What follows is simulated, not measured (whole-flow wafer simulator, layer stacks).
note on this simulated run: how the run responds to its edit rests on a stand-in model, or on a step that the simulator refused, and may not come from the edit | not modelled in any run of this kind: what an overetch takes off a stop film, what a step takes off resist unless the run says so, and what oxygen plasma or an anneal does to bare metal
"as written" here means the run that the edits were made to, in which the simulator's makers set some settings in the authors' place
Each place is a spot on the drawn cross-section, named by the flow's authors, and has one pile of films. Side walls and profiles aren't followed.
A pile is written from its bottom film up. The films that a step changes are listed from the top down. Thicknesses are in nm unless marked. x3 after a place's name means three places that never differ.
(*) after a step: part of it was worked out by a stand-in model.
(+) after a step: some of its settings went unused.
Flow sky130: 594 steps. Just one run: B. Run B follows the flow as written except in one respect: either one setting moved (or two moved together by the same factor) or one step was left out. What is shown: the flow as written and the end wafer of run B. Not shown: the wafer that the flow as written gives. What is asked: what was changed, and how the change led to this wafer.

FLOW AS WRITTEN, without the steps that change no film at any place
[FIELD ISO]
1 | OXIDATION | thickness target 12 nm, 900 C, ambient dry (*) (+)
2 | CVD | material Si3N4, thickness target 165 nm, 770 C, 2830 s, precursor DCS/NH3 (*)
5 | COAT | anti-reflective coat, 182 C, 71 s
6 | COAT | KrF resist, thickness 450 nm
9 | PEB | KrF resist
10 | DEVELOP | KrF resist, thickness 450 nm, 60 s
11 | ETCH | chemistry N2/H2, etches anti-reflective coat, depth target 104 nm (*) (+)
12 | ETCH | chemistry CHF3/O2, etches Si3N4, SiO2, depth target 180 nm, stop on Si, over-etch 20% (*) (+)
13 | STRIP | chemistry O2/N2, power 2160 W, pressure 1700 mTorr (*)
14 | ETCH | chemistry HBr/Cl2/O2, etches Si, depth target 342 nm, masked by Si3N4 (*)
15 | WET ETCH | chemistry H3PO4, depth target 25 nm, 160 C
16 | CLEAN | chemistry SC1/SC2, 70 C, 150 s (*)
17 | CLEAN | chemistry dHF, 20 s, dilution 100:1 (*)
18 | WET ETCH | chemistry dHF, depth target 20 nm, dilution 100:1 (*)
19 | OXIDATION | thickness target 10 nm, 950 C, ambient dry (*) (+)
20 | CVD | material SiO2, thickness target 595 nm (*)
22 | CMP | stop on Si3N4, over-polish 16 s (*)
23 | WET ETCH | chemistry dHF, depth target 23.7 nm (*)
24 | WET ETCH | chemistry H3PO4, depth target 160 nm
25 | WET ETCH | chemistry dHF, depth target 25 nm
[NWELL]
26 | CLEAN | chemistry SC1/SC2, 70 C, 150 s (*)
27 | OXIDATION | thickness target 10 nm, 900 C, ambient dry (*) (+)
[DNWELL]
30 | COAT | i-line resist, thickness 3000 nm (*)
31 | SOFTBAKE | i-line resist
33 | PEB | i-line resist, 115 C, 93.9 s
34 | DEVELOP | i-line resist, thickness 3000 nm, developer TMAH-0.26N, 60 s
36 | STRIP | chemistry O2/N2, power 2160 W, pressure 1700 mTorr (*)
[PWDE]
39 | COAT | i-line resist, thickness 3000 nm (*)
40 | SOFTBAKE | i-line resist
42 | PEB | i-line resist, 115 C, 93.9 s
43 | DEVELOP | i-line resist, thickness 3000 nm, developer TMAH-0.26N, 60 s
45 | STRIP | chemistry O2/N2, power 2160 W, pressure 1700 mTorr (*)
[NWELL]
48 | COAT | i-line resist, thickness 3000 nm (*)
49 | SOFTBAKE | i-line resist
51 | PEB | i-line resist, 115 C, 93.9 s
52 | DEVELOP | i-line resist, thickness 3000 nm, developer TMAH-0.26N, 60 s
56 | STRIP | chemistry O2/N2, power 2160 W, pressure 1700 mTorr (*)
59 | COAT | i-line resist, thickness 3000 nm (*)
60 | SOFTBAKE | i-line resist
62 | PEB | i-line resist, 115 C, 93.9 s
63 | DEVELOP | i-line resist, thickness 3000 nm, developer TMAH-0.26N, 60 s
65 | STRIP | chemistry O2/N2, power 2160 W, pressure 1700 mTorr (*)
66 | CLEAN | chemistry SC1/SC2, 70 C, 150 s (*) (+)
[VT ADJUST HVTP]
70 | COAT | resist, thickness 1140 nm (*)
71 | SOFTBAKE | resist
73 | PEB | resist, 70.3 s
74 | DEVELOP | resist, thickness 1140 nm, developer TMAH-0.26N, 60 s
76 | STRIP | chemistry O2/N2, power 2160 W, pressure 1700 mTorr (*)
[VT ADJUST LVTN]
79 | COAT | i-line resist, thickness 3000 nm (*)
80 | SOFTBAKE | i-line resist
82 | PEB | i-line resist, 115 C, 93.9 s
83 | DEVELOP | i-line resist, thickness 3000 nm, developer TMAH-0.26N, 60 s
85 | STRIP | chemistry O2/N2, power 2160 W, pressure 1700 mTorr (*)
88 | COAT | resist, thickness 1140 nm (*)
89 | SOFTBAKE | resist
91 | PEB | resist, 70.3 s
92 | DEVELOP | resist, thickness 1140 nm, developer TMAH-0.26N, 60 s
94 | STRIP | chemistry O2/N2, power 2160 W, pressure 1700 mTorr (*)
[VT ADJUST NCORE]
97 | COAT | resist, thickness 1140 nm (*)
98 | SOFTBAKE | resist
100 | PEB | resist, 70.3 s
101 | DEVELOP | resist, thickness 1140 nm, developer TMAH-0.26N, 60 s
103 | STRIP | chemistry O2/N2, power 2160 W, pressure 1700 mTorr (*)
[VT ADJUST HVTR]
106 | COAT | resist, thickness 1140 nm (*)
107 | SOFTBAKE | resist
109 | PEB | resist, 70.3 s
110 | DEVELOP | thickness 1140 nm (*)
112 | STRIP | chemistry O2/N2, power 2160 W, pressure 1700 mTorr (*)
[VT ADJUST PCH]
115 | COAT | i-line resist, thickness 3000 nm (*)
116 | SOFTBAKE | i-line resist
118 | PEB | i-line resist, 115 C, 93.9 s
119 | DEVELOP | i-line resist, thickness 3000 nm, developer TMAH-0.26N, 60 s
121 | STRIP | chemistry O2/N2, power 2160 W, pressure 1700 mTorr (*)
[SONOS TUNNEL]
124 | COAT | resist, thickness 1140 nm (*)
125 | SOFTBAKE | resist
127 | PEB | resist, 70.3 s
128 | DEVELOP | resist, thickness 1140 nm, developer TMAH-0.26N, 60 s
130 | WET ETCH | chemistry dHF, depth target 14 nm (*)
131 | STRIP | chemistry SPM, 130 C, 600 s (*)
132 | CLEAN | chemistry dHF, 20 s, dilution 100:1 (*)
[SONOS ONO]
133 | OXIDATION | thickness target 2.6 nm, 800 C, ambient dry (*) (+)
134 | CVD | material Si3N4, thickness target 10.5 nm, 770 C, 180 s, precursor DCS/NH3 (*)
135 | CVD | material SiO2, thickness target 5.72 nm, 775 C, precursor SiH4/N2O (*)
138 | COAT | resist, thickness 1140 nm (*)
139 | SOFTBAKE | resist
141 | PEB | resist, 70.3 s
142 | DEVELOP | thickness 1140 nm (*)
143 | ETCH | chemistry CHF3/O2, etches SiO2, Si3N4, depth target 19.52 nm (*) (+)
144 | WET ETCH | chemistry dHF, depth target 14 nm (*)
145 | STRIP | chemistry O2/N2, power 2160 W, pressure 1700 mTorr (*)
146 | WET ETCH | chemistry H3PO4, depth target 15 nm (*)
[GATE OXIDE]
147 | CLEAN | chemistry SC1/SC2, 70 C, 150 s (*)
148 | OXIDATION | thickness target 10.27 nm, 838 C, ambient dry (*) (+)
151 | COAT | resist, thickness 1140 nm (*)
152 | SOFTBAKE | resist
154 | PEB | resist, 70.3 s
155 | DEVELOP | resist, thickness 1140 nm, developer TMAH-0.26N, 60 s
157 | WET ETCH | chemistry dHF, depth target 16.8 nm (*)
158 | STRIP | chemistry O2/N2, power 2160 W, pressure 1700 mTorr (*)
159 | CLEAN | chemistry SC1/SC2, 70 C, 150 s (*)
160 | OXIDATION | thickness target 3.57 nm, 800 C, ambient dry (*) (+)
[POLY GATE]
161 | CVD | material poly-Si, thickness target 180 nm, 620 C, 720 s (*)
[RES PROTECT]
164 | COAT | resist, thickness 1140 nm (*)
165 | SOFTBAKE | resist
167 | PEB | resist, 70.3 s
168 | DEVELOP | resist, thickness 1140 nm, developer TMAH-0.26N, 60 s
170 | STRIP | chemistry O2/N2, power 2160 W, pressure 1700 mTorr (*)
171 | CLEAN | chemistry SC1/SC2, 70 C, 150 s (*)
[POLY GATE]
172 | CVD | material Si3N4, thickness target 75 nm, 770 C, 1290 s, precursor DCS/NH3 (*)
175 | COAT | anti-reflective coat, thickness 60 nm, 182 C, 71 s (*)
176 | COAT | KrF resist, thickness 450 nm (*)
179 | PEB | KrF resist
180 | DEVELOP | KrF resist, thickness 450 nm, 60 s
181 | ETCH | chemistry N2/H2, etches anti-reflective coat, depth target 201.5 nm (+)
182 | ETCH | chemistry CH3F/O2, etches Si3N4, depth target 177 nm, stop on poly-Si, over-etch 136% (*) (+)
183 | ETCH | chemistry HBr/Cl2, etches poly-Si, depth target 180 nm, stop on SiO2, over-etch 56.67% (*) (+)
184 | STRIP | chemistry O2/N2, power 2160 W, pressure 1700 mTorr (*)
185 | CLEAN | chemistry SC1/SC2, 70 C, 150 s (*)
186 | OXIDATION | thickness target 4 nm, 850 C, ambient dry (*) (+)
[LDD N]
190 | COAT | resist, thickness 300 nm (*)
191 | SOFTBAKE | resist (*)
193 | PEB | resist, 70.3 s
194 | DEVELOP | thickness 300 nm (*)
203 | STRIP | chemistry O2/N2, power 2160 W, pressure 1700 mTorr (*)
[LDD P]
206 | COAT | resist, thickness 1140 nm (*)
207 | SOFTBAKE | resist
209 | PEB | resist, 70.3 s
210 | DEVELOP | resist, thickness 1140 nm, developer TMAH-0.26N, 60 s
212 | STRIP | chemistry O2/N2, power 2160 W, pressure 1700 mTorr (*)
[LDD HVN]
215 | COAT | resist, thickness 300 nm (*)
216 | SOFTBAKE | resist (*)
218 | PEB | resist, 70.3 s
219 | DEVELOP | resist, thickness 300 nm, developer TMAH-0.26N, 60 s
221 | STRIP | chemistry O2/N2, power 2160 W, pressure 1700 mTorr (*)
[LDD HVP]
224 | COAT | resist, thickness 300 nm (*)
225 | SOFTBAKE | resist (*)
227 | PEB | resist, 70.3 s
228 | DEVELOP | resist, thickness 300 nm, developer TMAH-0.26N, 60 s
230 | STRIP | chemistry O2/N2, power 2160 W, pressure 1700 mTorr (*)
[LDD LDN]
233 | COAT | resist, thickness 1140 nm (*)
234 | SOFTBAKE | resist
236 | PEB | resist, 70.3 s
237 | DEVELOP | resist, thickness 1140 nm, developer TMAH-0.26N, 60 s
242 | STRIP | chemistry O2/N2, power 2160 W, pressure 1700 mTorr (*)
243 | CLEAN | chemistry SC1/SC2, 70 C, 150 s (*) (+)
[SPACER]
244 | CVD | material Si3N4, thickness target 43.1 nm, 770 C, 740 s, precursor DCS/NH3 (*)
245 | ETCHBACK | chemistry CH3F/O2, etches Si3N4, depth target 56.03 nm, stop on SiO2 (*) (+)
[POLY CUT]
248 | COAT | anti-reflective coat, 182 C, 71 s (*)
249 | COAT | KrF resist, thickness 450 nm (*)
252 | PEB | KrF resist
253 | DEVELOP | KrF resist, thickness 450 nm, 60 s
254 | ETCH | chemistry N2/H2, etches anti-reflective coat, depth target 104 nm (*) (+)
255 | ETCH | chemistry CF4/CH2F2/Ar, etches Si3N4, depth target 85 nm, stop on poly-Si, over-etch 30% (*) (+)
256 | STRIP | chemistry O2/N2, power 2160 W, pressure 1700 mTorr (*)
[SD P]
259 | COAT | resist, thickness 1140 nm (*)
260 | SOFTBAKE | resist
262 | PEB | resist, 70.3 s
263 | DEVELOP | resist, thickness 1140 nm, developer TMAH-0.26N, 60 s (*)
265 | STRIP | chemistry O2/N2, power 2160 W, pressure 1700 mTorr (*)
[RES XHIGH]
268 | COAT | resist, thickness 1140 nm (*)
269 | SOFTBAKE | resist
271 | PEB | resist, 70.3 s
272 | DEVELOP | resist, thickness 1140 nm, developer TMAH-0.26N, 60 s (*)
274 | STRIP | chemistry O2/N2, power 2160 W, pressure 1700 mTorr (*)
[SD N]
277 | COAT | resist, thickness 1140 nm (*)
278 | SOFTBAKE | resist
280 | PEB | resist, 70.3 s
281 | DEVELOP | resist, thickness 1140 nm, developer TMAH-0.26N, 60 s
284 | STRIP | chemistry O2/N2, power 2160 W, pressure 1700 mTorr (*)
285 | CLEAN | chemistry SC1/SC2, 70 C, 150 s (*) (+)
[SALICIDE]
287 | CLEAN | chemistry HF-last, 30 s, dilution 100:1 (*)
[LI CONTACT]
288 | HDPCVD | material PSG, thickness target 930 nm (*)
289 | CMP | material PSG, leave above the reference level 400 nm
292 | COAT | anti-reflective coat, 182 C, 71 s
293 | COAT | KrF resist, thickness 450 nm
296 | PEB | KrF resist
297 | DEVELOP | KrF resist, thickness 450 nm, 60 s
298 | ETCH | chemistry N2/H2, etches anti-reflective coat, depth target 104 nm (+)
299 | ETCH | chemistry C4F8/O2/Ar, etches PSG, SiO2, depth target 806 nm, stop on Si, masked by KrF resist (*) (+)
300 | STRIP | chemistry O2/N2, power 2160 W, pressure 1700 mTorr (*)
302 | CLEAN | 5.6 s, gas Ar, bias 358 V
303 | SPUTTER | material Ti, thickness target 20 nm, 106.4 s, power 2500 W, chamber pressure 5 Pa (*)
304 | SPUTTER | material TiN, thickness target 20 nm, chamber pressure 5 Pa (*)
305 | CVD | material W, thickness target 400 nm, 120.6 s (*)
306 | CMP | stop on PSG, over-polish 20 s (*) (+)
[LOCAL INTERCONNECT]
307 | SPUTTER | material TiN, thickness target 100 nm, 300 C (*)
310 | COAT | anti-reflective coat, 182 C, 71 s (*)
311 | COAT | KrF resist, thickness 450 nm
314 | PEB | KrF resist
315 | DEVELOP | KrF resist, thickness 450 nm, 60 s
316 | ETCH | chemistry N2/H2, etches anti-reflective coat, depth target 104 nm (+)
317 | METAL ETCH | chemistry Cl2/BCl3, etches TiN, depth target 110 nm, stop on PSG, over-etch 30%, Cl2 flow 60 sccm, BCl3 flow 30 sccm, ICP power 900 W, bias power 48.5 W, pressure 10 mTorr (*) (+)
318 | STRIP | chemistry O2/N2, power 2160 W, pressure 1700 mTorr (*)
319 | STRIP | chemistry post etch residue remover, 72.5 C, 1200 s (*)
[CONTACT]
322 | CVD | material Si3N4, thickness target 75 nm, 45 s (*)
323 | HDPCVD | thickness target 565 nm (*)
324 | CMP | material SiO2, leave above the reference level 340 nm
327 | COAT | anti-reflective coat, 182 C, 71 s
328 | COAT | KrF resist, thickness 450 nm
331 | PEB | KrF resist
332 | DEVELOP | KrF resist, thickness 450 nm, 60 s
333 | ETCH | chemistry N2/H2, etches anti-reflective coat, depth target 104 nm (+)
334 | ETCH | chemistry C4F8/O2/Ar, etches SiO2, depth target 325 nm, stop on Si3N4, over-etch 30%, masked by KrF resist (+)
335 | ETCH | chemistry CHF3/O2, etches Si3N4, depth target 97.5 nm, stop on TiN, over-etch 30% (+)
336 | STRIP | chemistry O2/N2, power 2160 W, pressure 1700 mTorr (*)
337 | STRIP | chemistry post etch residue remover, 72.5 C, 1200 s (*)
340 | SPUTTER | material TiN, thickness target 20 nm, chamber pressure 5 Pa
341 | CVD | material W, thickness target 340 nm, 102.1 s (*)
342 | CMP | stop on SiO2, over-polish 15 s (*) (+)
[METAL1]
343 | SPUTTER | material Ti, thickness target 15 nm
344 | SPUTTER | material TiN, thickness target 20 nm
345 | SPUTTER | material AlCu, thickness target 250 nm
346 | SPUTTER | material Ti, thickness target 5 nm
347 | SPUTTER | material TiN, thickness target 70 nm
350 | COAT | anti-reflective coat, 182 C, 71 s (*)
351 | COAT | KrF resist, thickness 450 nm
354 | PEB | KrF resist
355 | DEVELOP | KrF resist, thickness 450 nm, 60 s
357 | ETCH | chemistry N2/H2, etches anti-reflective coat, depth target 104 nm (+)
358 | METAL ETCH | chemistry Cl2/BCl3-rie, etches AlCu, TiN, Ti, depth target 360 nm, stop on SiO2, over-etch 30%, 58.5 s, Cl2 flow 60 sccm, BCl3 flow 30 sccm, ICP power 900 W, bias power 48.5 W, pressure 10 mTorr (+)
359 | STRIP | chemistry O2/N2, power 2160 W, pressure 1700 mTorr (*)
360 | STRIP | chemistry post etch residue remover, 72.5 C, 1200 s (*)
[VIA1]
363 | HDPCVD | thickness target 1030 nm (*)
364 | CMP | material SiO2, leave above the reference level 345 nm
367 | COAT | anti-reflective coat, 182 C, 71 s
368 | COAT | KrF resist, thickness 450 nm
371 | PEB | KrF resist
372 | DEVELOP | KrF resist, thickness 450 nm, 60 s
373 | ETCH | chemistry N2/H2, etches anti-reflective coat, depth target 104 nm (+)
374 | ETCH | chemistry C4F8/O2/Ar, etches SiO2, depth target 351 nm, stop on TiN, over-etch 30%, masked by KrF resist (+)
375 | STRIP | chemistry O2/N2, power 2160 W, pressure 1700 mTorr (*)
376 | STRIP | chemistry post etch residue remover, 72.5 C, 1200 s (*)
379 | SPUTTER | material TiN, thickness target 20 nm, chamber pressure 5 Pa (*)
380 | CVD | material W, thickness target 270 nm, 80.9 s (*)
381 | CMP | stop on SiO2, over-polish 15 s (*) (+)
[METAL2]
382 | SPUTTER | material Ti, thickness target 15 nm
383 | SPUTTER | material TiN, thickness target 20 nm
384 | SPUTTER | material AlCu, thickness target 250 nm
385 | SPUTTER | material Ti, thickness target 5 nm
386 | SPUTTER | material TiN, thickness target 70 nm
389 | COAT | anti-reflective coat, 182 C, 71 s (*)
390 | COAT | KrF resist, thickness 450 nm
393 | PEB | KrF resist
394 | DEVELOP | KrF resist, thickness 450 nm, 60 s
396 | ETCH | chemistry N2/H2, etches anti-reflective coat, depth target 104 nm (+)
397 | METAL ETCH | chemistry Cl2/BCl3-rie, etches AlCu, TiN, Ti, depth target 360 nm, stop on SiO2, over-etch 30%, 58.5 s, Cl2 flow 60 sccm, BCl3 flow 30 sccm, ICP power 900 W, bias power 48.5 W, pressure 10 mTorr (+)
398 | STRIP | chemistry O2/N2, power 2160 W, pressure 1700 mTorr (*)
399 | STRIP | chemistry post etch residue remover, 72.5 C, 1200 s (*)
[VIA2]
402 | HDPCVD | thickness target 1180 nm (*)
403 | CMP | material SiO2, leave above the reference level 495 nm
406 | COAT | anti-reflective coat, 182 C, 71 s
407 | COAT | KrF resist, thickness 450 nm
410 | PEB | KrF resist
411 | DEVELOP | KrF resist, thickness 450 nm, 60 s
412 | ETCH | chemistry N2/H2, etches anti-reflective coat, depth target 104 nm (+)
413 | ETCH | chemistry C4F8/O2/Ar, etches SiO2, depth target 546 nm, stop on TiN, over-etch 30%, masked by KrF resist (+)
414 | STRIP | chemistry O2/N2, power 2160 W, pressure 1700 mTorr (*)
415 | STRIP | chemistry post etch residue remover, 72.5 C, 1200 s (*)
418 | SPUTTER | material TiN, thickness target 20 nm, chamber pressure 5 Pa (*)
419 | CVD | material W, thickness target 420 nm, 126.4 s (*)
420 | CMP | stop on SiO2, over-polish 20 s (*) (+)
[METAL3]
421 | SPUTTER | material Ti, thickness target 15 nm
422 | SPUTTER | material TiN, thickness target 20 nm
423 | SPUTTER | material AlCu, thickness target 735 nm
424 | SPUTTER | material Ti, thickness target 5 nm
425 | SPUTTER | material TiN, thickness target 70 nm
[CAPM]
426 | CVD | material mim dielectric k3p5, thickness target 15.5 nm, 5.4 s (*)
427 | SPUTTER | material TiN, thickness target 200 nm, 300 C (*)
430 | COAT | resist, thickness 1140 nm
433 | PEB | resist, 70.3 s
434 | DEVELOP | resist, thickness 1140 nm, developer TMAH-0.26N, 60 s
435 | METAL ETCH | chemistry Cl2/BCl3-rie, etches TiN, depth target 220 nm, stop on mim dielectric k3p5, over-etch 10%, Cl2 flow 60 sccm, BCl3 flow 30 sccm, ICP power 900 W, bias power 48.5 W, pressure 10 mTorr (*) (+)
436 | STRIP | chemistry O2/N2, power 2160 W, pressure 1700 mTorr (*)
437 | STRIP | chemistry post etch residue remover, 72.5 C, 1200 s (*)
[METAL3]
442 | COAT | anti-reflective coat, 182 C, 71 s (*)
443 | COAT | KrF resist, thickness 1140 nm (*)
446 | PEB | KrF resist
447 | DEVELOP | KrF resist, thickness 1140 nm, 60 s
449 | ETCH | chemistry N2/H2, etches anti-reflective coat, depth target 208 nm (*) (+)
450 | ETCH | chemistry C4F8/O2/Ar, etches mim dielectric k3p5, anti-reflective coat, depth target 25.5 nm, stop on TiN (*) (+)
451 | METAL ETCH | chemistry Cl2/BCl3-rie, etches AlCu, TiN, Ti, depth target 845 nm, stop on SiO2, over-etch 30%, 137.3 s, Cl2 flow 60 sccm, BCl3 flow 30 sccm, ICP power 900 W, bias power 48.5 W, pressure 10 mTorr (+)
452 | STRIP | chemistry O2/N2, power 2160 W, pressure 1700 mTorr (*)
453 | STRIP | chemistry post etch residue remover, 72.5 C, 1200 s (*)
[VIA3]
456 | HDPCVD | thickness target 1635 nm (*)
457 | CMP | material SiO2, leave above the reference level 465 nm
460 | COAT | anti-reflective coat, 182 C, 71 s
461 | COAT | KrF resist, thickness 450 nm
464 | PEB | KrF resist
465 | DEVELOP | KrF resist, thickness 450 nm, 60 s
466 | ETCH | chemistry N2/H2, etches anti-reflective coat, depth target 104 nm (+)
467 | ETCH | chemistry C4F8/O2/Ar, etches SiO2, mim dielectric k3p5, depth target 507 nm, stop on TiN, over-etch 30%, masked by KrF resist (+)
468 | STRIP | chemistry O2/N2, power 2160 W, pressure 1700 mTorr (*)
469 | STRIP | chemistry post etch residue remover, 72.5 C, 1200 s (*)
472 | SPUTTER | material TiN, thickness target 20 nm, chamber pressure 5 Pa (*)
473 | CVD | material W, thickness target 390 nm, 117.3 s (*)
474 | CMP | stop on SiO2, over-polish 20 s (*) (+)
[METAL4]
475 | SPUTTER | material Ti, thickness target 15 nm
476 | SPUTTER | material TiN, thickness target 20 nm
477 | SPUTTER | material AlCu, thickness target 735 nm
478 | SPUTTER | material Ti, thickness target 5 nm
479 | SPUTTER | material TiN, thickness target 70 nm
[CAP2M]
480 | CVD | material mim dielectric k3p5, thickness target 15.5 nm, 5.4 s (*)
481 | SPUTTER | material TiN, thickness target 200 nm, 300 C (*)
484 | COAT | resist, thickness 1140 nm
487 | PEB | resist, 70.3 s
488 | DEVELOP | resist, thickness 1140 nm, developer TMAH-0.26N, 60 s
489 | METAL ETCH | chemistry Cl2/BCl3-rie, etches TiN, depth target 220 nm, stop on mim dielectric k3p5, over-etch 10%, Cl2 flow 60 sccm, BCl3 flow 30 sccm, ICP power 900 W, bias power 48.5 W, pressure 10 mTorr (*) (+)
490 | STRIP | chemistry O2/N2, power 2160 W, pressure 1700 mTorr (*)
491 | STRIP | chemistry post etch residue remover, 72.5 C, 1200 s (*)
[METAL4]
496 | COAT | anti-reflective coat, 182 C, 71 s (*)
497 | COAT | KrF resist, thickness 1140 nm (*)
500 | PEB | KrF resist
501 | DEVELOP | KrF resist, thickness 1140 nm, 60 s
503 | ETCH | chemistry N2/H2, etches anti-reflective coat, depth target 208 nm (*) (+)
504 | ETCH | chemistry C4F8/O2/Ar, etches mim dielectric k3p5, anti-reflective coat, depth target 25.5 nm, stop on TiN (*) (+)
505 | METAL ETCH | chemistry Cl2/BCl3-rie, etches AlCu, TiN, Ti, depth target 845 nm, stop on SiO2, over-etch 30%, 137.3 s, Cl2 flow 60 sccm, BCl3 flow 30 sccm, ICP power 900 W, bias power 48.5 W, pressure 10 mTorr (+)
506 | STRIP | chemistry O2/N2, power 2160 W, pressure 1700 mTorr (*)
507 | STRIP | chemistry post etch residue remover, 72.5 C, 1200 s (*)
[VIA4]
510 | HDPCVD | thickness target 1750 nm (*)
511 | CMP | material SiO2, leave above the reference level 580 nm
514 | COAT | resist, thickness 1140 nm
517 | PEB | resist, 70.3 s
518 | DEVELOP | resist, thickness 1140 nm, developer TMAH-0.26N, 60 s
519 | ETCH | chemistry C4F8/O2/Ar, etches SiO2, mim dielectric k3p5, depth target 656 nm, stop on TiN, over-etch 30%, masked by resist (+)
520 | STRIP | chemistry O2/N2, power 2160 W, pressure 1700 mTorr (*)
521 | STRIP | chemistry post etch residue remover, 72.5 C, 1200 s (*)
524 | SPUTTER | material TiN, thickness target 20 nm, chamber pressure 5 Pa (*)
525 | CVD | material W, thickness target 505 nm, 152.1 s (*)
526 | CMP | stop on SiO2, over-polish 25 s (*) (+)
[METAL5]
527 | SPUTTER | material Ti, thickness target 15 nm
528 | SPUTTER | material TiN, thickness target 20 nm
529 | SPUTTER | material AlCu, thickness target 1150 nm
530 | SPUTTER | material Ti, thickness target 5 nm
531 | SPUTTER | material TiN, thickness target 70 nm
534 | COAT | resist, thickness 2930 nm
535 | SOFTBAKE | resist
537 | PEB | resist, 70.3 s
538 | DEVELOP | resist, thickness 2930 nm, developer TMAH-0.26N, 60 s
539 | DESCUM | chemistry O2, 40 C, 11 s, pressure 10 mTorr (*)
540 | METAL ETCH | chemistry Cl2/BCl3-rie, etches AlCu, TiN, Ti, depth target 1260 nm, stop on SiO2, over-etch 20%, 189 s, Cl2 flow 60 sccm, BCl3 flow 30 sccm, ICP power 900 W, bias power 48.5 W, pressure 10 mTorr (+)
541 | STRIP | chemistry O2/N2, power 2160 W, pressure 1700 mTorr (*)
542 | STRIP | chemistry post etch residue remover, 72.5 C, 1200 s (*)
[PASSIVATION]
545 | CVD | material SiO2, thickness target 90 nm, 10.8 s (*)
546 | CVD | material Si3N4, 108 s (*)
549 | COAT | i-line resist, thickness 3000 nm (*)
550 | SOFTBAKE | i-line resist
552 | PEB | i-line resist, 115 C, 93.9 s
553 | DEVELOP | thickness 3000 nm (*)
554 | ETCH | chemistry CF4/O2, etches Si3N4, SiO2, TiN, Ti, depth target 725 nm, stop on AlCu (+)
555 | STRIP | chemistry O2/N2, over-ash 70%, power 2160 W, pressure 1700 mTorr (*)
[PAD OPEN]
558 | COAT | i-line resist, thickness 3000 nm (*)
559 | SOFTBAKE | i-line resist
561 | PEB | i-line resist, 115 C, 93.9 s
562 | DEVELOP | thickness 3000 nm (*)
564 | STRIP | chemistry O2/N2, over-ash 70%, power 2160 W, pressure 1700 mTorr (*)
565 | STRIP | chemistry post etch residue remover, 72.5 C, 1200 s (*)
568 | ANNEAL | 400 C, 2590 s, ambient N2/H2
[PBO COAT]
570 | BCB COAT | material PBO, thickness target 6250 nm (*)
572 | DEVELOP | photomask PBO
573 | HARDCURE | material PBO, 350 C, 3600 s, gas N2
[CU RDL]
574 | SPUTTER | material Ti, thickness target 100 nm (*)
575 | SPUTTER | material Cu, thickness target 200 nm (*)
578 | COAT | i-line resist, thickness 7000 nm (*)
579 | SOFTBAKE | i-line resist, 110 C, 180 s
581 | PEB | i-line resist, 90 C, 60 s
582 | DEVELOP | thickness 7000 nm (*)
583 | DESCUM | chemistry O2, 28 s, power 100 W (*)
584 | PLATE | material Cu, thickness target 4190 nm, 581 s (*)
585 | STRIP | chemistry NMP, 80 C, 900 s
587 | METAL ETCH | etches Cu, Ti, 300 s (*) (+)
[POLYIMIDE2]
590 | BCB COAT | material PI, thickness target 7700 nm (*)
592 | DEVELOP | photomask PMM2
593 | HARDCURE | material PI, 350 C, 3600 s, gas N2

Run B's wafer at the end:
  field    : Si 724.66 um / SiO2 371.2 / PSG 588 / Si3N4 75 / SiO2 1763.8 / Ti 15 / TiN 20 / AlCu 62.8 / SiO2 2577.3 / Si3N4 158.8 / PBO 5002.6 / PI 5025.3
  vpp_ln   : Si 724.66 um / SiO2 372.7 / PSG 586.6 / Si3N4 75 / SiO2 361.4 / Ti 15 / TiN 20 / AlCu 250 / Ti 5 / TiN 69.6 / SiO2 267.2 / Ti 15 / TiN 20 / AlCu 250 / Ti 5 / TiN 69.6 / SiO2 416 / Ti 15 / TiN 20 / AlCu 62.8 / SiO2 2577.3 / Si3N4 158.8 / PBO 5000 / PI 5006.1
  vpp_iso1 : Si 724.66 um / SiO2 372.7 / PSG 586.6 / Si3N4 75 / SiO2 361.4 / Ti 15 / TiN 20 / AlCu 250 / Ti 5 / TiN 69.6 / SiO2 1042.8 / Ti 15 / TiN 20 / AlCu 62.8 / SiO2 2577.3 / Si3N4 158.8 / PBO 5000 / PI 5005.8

What caused this: step 451, METAL ETCH: depth target 570.4 nm was run, whereas the flow has depth target 845 nm; step 451, METAL ETCH: 92.7 s was run, where the flow has 137.3 s.

The path from the change to this, step by step:
  451 | METAL ETCH | chemistry Cl2/BCl3-rie, etches AlCu, TiN, Ti, depth target 845 nm, stop on SiO2, over-etch 30%, 137.3 s, Cl2 flow 60 sccm, BCl3 flow 30 sccm, ICP power 900 W, bias power 48.5 W, pressure 10 mTorr (+)
      field, gate, spacer and 68 more: TiN loses 70 (all of it), Ti loses 5 (all of it), AlCu loses 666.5 (as written it would have been: TiN loses 70 (all of it), Ti loses 5 (all of it), AlCu loses 735 (all of it), TiN loses 20 (all of it), Ti loses 15 (all of it), SiO2 loses 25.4)
      active, vpp_ln, vpp_iso2 and 11 more: TiN loses 70 (all of it), Ti loses 5 (all of it), AlCu loses 666.5 (as written it would have been: TiN loses 70 (all of it), Ti loses 5 (all of it), AlCu loses 735 (all of it), TiN loses 20 (all of it), Ti loses 15 (all of it), SiO2 loses 25.3)
      (and at 107 other places as well)
  452 | STRIP | chemistry O2/N2, power 2160 W, pressure 1700 mTorr (*)
      n_well, p_well, gate_hv and 82 more: KrF resist loses 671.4 (all of it), anti-reflective coat loses 80 (all of it) (as written it would have been: KrF resist loses 492.9 (all of it), anti-reflective coat loses 80 (all of it))
      m1, via2_hole: KrF resist loses 671.5 (all of it), anti-reflective coat loses 80.5 (all of it) (as written it would have been: KrF resist loses 493 (all of it), anti-reflective coat loses 80.5 (all of it))
      (and at 20 other places as well)
  453 | STRIP | chemistry post etch residue remover, 72.5 C, 1200 s (*)
      field, active, gate and 82 more: AlCu loses 5.72 (as written it would have been: nothing)
  456 | HDPCVD | thickness target 1635 nm (*)
      field, active, gate and 82 more: SiO2 gains 1635 (new film) (as written it would have been: SiO2 gains 1635)
  457 | CMP | material SiO2, leave above the reference level 465 nm
      field, active, gate and 82 more: SiO2 loses 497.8 (as written it would have been: SiO2 loses 374.7)
If metal films that touch count as one body, field has 1 body; the flow as written gives 0 bodies.
If metal films that touch count as one body, vpp_ln has 3 bodies (between them, from the top down: SiO2 416; SiO2 267.2); the flow as written gives 2 bodies (between them, from the top down: SiO2 267.2).
If metal films that touch count as one body, vpp_iso1 has 2 bodies (between them, from the top down: SiO2 1042.8); the flow as written gives 1 body.
